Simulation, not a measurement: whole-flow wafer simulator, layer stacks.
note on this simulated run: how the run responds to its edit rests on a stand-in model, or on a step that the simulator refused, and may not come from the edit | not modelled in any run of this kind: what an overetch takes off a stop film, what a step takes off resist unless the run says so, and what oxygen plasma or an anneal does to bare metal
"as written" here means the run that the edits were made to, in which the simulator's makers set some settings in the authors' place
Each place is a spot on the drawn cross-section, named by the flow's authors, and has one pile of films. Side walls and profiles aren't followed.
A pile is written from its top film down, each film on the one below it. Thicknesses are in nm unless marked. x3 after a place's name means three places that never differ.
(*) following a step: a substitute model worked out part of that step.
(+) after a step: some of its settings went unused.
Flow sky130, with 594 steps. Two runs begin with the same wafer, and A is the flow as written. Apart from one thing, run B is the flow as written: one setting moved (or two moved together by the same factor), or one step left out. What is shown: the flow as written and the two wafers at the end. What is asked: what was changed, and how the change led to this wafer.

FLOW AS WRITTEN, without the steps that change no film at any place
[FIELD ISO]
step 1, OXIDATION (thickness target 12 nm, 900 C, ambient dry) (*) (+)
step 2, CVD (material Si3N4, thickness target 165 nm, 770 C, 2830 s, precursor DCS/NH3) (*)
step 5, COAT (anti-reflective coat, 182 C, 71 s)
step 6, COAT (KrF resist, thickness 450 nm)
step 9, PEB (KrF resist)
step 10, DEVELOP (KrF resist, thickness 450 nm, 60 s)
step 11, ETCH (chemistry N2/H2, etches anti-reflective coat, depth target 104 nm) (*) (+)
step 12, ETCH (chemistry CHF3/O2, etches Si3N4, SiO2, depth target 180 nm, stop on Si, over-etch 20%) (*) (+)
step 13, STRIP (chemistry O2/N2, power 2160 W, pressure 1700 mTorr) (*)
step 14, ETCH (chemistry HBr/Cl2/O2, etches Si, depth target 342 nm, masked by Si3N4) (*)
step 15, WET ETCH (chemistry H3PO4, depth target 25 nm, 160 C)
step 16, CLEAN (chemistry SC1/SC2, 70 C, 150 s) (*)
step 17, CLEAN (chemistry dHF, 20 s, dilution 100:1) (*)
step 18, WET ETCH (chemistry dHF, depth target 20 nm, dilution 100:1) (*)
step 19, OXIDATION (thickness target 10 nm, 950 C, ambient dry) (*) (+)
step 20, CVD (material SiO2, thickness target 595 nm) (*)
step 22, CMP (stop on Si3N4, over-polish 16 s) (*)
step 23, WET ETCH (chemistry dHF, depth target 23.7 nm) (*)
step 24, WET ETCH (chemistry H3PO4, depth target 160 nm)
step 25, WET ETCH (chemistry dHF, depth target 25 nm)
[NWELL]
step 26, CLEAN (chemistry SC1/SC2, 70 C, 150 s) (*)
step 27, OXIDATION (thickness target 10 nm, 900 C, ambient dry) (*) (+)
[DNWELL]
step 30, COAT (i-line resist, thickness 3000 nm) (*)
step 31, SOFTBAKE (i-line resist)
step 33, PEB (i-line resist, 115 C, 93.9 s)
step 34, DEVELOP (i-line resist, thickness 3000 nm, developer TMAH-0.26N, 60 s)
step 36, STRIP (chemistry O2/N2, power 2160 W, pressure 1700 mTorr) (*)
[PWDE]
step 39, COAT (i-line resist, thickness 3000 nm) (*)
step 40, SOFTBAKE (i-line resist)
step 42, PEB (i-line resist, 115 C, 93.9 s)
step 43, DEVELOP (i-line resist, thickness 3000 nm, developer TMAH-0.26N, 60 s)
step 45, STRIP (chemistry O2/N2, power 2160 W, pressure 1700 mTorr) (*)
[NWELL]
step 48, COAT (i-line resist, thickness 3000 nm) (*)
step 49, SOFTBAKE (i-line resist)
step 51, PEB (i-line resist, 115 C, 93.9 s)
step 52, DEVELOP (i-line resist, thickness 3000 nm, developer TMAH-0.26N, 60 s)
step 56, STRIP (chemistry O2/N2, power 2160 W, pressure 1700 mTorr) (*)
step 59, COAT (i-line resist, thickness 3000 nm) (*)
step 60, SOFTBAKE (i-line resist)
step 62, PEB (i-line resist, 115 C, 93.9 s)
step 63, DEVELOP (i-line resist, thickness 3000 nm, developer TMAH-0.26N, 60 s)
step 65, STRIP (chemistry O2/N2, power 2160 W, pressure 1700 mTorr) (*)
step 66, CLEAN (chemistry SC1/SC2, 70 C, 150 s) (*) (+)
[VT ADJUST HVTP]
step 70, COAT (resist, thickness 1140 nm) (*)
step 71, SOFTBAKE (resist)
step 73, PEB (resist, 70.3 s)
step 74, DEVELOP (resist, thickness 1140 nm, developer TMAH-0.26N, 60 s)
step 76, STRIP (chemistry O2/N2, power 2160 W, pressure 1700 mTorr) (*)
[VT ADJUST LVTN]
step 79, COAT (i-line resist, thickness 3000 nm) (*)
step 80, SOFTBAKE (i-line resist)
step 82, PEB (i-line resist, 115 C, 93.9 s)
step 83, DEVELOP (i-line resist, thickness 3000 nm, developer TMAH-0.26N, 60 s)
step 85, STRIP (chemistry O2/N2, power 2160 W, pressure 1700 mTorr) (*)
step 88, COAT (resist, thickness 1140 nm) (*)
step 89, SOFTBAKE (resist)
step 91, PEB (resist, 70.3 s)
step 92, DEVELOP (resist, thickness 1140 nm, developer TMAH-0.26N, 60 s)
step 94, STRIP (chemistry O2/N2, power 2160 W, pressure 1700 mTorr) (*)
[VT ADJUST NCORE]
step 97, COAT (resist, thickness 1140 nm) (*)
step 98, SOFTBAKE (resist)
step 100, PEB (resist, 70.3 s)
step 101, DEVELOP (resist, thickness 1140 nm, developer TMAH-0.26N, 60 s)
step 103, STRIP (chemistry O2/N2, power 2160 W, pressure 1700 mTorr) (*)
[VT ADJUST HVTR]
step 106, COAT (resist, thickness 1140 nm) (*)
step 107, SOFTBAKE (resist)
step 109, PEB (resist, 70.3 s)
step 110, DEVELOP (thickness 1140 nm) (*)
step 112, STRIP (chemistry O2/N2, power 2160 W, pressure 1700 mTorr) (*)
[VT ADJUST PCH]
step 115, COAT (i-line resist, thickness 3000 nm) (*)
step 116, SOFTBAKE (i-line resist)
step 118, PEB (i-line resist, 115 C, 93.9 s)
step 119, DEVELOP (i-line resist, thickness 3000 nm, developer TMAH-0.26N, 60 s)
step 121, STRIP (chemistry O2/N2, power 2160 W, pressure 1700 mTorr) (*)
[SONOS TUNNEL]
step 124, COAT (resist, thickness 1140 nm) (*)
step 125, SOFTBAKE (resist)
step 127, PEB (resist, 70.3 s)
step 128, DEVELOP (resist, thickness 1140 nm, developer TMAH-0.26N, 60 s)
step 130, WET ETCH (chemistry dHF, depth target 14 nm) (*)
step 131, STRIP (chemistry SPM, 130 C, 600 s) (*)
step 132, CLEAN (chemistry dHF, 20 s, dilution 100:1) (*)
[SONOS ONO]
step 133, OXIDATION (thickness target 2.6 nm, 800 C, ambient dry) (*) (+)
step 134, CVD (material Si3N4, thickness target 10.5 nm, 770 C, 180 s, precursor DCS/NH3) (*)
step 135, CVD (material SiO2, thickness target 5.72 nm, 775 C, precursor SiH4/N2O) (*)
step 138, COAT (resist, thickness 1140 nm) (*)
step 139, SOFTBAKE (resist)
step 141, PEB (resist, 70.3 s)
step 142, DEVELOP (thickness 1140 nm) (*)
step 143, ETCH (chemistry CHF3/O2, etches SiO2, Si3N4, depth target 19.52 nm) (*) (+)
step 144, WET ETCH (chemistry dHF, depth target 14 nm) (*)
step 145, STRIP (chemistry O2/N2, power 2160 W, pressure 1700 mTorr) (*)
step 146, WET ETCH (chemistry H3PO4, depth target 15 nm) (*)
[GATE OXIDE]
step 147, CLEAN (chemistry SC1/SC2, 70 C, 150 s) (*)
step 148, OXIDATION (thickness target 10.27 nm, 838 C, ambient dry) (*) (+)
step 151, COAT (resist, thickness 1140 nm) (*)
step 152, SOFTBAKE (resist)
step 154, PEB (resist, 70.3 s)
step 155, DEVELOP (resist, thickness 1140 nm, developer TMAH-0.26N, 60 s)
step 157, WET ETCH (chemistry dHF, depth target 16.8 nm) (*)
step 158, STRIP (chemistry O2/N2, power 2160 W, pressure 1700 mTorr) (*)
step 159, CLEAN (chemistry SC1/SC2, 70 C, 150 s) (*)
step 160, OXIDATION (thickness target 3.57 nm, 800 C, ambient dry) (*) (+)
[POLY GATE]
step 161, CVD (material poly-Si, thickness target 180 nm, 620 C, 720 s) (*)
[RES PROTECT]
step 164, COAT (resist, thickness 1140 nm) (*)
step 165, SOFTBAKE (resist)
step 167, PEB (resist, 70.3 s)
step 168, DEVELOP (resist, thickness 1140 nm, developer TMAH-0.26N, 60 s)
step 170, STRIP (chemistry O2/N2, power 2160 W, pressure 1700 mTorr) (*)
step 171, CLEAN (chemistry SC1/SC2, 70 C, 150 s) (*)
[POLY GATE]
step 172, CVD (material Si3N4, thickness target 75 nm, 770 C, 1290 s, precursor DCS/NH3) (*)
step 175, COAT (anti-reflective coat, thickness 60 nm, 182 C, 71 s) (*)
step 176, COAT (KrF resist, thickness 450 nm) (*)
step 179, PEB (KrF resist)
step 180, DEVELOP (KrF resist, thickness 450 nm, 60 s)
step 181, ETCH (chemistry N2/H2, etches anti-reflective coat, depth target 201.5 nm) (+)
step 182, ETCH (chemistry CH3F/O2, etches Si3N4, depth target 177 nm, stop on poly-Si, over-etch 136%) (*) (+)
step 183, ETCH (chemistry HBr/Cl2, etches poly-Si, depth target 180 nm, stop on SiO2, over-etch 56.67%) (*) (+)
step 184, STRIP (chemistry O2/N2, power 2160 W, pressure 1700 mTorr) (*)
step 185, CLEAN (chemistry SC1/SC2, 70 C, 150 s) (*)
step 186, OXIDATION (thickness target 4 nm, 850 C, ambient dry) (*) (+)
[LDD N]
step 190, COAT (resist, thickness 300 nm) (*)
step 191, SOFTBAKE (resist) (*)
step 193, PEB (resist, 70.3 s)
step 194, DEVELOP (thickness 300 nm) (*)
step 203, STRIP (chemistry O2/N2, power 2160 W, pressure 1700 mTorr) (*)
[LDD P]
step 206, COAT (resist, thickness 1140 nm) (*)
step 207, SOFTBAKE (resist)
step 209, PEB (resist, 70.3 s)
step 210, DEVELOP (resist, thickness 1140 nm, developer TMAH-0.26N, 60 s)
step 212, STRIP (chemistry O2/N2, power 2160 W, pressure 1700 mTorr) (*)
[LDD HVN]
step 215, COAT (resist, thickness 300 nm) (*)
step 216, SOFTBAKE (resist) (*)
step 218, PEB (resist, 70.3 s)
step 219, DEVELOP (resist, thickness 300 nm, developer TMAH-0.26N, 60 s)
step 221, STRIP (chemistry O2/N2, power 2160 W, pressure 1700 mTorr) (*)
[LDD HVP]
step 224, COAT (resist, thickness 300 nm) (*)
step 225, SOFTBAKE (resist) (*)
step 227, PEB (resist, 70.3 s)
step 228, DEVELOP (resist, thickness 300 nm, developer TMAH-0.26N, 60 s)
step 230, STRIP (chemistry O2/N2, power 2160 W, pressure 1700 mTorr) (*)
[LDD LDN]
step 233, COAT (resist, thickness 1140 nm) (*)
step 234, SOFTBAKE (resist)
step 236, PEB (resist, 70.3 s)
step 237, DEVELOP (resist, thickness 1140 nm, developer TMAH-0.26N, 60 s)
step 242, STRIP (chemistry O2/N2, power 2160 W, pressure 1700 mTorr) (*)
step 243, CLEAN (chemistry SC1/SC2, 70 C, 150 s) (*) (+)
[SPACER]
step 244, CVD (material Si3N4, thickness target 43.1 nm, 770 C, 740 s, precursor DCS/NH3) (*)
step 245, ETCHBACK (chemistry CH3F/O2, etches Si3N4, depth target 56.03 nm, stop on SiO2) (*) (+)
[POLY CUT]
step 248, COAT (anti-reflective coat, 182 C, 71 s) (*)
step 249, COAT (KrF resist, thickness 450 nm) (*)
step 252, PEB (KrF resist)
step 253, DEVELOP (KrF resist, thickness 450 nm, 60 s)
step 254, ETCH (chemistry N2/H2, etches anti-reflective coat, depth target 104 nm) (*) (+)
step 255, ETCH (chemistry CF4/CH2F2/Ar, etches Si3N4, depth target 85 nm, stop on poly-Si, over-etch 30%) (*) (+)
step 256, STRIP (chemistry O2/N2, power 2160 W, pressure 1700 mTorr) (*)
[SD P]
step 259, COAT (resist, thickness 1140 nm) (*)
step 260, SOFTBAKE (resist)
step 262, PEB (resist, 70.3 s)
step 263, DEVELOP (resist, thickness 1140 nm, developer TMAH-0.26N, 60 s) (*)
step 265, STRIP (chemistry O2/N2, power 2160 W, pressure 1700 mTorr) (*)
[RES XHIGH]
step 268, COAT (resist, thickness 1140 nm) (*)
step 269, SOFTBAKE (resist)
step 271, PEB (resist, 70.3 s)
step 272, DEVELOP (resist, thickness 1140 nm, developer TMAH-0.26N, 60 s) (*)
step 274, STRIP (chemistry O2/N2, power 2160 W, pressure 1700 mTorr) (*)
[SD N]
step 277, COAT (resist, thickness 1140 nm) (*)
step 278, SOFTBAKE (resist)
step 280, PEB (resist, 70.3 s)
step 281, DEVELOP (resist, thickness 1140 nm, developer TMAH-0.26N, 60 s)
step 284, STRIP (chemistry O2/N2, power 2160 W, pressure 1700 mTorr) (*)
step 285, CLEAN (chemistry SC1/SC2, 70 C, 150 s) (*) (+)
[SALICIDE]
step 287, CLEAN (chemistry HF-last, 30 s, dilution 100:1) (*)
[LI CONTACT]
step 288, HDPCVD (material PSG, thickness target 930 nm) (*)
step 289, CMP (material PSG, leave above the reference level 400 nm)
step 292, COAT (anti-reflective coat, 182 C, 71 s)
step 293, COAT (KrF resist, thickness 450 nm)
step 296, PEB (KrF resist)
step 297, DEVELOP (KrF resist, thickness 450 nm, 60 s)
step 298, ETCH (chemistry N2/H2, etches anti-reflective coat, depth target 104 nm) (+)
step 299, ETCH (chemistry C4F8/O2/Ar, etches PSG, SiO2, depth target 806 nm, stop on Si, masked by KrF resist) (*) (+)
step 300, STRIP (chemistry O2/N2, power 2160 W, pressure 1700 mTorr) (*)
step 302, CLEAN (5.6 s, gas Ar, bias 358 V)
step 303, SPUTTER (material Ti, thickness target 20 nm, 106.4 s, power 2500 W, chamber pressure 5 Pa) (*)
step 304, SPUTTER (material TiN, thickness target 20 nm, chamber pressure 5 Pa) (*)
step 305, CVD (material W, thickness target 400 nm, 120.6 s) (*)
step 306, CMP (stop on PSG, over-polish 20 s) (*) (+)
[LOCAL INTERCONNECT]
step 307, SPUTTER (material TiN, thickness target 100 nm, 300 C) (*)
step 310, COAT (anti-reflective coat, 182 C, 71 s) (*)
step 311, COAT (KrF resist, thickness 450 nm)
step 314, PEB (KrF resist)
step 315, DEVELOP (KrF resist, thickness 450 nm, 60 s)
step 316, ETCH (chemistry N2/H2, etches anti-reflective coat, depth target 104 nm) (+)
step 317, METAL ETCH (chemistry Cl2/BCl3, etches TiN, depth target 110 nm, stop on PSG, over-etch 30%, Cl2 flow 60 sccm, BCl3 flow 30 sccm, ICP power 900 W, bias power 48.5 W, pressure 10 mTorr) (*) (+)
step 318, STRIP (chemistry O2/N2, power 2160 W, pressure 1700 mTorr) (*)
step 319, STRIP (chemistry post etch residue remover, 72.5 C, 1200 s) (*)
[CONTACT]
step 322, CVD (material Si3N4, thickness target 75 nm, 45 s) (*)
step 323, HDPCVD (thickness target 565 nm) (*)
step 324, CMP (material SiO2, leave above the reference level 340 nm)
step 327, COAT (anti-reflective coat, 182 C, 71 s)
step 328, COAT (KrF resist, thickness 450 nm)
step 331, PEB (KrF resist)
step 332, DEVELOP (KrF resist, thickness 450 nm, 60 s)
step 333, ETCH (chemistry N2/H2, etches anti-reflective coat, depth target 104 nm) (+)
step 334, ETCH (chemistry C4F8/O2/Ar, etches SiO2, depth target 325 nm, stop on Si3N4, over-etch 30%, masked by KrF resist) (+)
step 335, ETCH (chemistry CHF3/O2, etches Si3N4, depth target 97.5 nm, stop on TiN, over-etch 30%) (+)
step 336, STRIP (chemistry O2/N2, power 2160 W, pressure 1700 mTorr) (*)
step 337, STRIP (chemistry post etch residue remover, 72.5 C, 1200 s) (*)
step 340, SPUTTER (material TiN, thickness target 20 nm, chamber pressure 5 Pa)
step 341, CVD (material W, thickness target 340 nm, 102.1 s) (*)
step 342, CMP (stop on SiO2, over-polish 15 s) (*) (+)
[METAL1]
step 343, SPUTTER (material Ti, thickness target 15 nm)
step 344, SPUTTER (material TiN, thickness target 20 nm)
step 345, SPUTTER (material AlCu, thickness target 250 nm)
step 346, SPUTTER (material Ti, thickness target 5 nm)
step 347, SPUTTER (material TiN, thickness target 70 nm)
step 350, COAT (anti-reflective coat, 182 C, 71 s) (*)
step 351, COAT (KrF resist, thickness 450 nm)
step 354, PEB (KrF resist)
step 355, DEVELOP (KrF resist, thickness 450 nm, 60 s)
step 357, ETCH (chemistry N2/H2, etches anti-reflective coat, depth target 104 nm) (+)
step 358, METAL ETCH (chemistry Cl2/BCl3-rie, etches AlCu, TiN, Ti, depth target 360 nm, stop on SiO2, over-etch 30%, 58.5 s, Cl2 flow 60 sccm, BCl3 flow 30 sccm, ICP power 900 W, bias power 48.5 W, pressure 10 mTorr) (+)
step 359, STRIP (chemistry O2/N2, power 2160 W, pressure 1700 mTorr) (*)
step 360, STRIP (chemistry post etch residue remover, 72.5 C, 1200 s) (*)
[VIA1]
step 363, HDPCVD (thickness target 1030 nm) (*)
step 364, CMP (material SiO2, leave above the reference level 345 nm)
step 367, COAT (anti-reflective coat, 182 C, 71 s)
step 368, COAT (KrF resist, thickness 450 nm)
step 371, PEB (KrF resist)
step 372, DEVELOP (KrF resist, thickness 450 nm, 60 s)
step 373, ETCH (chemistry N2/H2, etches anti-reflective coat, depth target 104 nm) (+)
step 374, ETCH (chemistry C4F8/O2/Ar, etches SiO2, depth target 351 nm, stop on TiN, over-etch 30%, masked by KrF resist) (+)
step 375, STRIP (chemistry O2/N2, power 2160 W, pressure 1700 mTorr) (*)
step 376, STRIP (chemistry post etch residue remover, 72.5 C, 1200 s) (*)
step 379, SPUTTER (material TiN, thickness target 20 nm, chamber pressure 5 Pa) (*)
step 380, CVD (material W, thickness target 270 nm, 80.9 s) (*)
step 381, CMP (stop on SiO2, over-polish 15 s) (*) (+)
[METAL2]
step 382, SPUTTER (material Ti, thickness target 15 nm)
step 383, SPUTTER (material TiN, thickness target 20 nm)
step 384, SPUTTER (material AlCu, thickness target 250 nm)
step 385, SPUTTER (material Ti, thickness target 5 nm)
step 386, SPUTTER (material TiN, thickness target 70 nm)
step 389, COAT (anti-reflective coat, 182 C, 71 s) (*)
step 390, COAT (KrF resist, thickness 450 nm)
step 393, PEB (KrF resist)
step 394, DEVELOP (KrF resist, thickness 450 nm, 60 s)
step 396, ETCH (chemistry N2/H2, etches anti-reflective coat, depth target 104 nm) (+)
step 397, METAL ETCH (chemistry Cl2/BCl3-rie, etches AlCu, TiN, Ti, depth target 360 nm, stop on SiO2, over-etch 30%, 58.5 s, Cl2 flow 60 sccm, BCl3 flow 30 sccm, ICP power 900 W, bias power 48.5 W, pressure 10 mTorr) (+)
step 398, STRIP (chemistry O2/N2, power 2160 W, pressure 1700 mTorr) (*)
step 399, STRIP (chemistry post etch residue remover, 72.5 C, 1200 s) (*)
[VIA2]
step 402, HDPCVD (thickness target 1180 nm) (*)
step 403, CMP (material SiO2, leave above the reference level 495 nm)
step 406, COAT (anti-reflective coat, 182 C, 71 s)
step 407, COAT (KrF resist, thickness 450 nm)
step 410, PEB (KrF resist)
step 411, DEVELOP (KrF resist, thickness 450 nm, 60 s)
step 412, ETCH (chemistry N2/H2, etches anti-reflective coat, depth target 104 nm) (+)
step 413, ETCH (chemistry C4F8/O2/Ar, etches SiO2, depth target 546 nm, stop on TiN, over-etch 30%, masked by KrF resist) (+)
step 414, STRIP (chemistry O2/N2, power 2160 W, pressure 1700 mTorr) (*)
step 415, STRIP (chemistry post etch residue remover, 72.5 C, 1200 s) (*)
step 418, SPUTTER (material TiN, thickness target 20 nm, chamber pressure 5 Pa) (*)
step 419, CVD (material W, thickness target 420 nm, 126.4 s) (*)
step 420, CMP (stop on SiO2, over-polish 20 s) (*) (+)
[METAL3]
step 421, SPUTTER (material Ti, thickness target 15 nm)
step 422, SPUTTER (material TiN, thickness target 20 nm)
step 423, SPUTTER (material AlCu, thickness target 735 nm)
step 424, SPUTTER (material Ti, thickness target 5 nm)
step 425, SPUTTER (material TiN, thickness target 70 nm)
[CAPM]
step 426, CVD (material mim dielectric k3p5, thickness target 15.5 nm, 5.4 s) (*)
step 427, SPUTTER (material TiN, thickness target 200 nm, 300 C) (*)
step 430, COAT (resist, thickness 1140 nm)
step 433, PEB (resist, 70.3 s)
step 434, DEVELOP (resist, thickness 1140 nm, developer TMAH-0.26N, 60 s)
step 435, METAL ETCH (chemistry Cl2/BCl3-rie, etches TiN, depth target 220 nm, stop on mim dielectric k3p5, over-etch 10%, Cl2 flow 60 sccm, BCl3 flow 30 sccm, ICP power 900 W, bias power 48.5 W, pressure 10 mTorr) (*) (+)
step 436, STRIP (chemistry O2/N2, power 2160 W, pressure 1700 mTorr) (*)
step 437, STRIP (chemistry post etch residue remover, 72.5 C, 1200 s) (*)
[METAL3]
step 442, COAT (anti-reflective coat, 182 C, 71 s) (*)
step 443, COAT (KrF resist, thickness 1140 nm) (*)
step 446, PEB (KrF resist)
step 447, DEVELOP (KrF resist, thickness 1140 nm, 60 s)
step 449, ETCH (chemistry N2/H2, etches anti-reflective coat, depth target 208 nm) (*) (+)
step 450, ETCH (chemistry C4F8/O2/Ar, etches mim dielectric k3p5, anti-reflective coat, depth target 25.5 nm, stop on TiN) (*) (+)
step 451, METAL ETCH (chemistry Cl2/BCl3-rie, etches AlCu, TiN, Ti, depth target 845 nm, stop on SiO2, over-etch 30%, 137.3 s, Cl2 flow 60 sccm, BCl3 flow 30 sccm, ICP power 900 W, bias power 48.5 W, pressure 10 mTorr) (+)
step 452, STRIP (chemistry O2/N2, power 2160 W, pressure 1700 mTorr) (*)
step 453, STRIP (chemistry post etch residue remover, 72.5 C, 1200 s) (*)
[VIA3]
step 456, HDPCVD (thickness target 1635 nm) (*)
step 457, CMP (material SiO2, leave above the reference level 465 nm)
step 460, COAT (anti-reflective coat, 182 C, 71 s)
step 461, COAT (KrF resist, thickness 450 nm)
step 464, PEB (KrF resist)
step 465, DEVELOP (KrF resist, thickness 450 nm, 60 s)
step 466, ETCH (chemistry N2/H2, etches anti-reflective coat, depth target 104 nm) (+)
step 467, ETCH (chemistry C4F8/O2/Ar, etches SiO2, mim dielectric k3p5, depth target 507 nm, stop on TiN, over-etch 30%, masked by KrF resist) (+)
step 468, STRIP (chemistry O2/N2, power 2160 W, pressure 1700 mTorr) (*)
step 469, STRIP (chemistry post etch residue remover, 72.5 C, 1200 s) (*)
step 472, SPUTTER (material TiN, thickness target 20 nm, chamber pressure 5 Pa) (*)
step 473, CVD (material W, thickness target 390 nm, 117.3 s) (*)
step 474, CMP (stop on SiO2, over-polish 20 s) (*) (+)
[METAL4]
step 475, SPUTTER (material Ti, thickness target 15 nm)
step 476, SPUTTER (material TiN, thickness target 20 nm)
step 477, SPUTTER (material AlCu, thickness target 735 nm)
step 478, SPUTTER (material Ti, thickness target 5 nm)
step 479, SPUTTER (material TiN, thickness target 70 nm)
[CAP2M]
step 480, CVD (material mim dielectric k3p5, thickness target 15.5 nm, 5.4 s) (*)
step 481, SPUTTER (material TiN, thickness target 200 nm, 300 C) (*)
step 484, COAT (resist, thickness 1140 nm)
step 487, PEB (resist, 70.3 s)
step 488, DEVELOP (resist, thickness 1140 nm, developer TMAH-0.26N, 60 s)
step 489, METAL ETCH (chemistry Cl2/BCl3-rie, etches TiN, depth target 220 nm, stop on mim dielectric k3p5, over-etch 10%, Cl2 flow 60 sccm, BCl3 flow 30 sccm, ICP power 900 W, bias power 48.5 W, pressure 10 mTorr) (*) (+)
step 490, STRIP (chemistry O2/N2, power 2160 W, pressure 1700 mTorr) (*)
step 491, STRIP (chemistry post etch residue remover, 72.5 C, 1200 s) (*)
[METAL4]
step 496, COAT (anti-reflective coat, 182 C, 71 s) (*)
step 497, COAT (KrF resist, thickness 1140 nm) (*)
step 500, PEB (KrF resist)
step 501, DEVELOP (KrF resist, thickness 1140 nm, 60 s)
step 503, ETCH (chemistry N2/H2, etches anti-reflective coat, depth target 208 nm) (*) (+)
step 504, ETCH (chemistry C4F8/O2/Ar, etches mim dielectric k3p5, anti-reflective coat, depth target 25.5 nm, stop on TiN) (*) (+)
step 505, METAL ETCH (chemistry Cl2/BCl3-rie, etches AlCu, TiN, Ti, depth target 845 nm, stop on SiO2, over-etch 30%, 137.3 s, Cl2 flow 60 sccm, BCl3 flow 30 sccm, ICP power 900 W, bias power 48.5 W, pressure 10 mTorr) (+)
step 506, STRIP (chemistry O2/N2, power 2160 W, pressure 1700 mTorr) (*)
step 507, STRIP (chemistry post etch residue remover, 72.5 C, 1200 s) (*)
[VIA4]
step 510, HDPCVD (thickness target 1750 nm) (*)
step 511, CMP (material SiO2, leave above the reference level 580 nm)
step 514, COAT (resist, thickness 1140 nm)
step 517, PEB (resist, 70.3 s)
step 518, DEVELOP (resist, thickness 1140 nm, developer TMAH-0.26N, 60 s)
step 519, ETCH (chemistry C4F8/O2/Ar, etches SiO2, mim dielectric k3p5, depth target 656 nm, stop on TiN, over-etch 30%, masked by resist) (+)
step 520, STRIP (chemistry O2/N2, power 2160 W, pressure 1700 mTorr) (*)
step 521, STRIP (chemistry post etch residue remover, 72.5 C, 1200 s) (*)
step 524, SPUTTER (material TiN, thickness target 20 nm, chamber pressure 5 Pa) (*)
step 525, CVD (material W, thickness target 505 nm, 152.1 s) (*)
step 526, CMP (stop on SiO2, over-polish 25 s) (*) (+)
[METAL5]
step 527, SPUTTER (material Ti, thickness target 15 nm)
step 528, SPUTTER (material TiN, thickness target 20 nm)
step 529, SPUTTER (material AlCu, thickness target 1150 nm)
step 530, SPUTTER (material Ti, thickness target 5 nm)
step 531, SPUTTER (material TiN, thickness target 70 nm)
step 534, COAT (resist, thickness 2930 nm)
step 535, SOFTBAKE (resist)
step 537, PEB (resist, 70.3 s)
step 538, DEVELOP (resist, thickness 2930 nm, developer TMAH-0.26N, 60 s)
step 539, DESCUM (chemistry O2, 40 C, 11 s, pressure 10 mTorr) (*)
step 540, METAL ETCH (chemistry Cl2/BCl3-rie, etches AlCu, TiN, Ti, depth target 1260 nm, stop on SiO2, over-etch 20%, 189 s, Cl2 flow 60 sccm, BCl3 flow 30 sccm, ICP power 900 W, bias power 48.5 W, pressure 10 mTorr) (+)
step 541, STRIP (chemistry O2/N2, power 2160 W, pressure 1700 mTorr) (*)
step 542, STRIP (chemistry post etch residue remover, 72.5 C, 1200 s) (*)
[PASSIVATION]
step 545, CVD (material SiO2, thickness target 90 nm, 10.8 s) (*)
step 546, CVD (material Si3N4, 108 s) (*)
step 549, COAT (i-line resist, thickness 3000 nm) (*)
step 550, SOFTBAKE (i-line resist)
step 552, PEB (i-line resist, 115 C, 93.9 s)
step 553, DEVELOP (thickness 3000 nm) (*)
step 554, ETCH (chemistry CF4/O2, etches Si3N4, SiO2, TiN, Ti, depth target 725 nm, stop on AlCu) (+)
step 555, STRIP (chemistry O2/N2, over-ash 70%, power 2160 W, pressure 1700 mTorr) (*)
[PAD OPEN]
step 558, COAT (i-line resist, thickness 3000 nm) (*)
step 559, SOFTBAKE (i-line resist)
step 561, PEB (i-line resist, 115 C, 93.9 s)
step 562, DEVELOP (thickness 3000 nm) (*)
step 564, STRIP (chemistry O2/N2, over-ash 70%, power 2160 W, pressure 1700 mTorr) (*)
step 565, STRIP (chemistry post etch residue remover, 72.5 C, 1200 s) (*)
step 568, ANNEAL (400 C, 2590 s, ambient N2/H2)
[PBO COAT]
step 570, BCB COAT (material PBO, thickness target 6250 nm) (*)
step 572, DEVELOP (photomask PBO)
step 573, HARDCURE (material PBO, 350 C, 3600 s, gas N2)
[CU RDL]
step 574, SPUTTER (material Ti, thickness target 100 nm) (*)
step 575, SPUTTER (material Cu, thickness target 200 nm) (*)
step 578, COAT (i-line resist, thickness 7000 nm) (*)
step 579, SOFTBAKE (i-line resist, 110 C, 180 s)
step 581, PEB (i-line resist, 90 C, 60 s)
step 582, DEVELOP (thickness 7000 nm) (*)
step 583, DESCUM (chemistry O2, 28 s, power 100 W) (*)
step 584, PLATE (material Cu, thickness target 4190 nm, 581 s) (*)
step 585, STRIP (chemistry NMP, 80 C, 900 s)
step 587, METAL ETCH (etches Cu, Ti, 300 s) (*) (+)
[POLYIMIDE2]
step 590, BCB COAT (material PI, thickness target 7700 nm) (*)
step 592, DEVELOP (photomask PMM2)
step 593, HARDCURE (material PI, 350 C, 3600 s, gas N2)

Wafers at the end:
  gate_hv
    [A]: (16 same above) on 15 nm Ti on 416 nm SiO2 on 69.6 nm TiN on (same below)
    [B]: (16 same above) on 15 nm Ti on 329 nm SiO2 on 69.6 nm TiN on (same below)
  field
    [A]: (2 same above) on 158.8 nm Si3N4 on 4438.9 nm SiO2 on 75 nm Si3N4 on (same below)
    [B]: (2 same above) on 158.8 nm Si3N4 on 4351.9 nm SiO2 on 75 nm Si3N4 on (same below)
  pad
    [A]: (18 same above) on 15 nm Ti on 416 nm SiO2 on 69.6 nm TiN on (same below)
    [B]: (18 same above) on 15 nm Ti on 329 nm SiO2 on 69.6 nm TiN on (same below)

Cause: step 403, CMP: leave above the reference level 408 nm was run, whereas the flow has leave above the reference level 495 nm.

The path from the change to this, step by step:
  step 403, CMP (material SiO2, leave above the reference level 495 nm)
      n_well, p_well, gate_hv and 101 more: A SiO2 loses 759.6 | B SiO2 loses 846.6
      field, active, gate and 82 more: A SiO2 loses 389.1 | B SiO2 loses 476.1
      (also at 2 further places)
  step 413, ETCH (chemistry C4F8/O2/Ar, etches SiO2, depth target 546 nm, stop on TiN, over-etch 30%, masked by KrF resist) (+)
      field, active, n_well and 186 more: A KrF resist loses 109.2 | B KrF resist loses 86.7
      m1: A SiO2 loses 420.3 (all of it) | B SiO2 loses 333.3 (all of it)
      (also at 1 further place)
  step 414, STRIP (chemistry O2/N2, power 2160 W, pressure 1700 mTorr) (*)
      field, active, n_well and 186 more: A KrF resist loses 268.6 (all of it), anti-reflective coat loses 80 (all of it) | B KrF resist loses 291.2 (all of it), anti-reflective coat loses 80 (all of it)
  step 418, SPUTTER (material TiN, thickness target 20 nm, chamber pressure 5 Pa) (*)
      m1, via2_hole: A TiN gains 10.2 | B TiN gains 11.4
  step 419, CVD (material W, thickness target 420 nm, 126.4 s) (*)
      m1: A W gains 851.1 (new film) | B W gains 762.9 (new film)
      via2_hole: A W gains 850.7 (new film) | B W gains 762.5 (new film)
